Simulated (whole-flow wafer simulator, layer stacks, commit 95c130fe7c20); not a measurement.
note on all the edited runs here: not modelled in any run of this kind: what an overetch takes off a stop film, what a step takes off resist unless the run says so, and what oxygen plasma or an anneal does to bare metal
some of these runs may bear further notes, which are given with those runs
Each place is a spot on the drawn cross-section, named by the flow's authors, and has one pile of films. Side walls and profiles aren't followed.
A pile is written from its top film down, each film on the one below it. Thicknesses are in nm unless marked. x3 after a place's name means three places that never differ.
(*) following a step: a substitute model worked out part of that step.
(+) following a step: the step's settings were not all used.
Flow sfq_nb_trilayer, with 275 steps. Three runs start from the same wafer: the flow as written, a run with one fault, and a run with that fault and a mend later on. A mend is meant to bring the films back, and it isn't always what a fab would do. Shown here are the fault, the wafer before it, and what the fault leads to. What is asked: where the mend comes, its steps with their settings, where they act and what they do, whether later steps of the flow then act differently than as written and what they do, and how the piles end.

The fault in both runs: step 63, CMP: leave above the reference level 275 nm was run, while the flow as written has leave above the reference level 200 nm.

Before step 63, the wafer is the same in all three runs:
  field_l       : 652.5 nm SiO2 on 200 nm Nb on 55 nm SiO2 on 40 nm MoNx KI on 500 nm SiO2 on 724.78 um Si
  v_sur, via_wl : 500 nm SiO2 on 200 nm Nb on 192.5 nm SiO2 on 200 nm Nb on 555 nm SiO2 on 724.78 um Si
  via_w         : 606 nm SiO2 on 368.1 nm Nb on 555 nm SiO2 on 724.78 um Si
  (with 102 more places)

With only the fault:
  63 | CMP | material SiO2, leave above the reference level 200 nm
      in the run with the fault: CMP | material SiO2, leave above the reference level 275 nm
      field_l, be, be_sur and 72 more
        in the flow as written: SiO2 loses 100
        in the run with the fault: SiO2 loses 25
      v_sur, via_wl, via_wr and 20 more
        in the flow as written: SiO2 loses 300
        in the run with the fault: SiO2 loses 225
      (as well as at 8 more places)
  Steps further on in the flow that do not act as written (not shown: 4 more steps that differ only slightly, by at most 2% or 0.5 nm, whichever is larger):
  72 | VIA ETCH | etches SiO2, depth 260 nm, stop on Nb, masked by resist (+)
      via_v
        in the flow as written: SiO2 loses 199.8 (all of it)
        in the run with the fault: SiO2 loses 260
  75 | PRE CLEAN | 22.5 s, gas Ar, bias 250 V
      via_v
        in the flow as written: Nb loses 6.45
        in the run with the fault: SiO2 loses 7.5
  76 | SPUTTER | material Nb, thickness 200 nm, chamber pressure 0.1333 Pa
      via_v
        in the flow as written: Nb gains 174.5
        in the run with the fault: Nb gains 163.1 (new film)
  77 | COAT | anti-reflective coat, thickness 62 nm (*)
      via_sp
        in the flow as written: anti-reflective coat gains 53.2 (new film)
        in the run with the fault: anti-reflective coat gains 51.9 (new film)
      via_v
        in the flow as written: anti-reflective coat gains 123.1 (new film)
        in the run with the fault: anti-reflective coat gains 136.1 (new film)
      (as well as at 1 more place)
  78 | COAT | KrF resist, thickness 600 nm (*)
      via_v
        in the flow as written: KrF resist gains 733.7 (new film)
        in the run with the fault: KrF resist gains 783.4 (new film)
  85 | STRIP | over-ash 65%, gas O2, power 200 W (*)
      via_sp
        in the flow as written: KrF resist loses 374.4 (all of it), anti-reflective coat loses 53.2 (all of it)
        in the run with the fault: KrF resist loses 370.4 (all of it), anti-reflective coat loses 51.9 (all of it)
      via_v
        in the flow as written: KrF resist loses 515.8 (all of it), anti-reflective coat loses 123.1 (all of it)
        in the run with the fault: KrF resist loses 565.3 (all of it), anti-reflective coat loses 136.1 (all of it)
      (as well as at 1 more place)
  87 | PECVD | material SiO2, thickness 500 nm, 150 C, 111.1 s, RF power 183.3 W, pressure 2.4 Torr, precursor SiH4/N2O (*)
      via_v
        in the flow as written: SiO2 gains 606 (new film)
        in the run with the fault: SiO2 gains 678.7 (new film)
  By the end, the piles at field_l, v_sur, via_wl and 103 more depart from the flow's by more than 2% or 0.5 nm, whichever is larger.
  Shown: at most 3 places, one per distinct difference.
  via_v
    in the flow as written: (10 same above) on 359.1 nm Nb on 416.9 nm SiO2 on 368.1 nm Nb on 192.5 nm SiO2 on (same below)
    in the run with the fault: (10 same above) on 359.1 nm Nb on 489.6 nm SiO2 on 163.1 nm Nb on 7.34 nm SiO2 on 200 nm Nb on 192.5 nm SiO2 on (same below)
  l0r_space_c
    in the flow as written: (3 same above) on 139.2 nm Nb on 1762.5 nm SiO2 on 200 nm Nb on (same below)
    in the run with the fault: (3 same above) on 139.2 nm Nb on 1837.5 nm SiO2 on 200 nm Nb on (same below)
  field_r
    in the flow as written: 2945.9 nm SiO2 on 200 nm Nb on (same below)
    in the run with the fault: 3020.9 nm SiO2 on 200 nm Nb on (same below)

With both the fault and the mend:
  The mend follows step 70.
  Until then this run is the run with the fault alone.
  70a | STRIP | over-ash 65%, gas O2, power 200 W (*)
      field_l, v_sur, via_wl and 102 more
        KrF resist loses 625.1 (all of it), anti-reflective coat loses 62 (all of it)
      via_v
        anti-reflective coat loses 62 (all of it)
  70b | CMP | material SiO2, leave above the reference level 200 nm (the flow's step 63, run once more)
      field_l, v_sur, via_wl and 103 more
        SiO2 loses 75
  70c | COAT | anti-reflective coat, thickness 62 nm (the flow's step 65, run once more)
      field_l, v_sur, via_wl and 103 more
        anti-reflective coat gains 62 (new film)
  70d | COAT | KrF resist, thickness 650 nm (the flow's step 66, run once more)
      field_l, v_sur, via_wl and 103 more
        KrF resist gains 650 (new film)
  70e | SOFTBAKE | KrF resist (the flow's step 67, run once more)
      alters no film at any place that is followed
  70f | EXPOSE | photomask I1, dose 11.91 mJ/cm2, NA 0.6, wavelength 248 nm (*) (the flow's step 68, run once more)
      alters no film at any place that is followed
  70g | PEB | KrF resist, 90 s (the flow's step 69, run once more)
      field_l, v_sur, via_wl and 103 more
        KrF resist loses 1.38
  70h | DEVELOP | KrF resist, thickness 650 nm, 60 s (the flow's step 70, run once more)
      field_l, v_sur, via_wl and 102 more
        KrF resist loses 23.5
      via_v
        KrF resist loses 648.6 (all of it)
  None of the later steps of the flow acts differently than as written at any place that is followed.
  At every place that both follow, the piles at the end match the flow's.
